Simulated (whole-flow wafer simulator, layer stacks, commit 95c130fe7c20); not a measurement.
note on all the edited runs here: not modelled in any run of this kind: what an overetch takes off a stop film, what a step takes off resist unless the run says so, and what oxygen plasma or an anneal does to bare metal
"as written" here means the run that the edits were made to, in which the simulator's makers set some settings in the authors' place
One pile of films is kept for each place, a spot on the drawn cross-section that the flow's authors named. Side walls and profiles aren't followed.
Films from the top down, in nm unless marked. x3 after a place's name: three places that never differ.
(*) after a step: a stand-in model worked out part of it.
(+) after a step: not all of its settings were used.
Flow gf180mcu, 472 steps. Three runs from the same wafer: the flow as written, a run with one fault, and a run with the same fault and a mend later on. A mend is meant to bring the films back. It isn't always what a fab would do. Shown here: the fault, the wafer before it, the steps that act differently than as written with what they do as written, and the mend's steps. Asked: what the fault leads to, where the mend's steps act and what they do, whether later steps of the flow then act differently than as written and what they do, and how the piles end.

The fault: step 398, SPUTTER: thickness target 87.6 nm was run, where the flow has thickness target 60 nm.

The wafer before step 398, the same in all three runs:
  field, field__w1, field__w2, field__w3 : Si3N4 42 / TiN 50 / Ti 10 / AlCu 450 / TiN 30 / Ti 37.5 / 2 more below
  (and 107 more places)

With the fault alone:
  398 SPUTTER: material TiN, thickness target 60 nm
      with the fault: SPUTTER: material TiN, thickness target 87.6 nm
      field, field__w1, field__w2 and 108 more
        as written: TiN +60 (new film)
        with the fault: TiN +87.6 (new film)
  Later steps of the flow that act differently than as written (4 more steps differ only slightly, by at most 2% or 0.5 nm, whichever is larger, and aren't shown):
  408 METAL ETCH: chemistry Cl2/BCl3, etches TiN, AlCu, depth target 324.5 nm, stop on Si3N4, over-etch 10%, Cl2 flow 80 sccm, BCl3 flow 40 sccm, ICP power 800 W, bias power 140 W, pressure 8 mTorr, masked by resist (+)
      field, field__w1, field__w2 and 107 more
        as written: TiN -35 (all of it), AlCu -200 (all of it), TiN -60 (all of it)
        with the fault: TiN -35 (all of it), AlCu -200 (all of it), TiN -87.6 (all of it)
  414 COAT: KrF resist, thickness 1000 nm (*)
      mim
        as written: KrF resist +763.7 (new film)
        with the fault: KrF resist +742.8 (new film)
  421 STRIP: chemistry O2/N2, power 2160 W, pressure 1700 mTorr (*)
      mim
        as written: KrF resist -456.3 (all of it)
        with the fault: KrF resist -435.7 (all of it)
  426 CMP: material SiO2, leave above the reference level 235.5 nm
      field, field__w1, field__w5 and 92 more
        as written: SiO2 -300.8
        with the fault: SiO2 -273.2
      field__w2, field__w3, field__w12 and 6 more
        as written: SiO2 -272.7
        with the fault: SiO2 -245.1
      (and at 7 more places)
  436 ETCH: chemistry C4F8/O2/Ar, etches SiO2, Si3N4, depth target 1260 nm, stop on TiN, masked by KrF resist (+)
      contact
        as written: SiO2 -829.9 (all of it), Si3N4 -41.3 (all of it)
        with the fault: SiO2 -857.5 (all of it), Si3N4 -41.3 (all of it)
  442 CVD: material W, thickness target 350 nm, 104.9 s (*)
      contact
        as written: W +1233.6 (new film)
        with the fault: W +1261.4 (new film)
  At the end the piles differ from the flow's by more than 2% or 0.5 nm, whichever is larger, at field__w8, contact, m1, m1__w1, mim, m1_nw.
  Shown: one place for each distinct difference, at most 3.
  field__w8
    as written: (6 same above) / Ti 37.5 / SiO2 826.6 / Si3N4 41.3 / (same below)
    with the fault: (6 same above) / Ti 37.5 / SiO2 854.2 / Si3N4 41.3 / (same below)
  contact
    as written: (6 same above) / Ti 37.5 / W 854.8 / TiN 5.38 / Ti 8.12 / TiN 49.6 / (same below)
    with the fault: (6 same above) / Ti 37.5 / W 882.6 / TiN 5.3 / Ti 7.99 / TiN 49.6 / (same below)
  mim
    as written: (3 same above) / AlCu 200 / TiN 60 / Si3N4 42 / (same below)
    with the fault: (3 same above) / AlCu 200 / TiN 87.6 / Si3N4 42 / (same below)

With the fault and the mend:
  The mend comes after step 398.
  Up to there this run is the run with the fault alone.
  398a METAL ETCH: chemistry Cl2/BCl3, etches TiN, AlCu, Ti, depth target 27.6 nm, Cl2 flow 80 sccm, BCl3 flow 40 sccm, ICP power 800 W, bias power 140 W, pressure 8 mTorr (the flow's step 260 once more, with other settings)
      field, field__w1, field__w2 and 108 more
        TiN -27.6
  No later step of the flow acts differently than as written at any place that is followed.
  At the end the piles are the same as the flow's at every place that both follow.
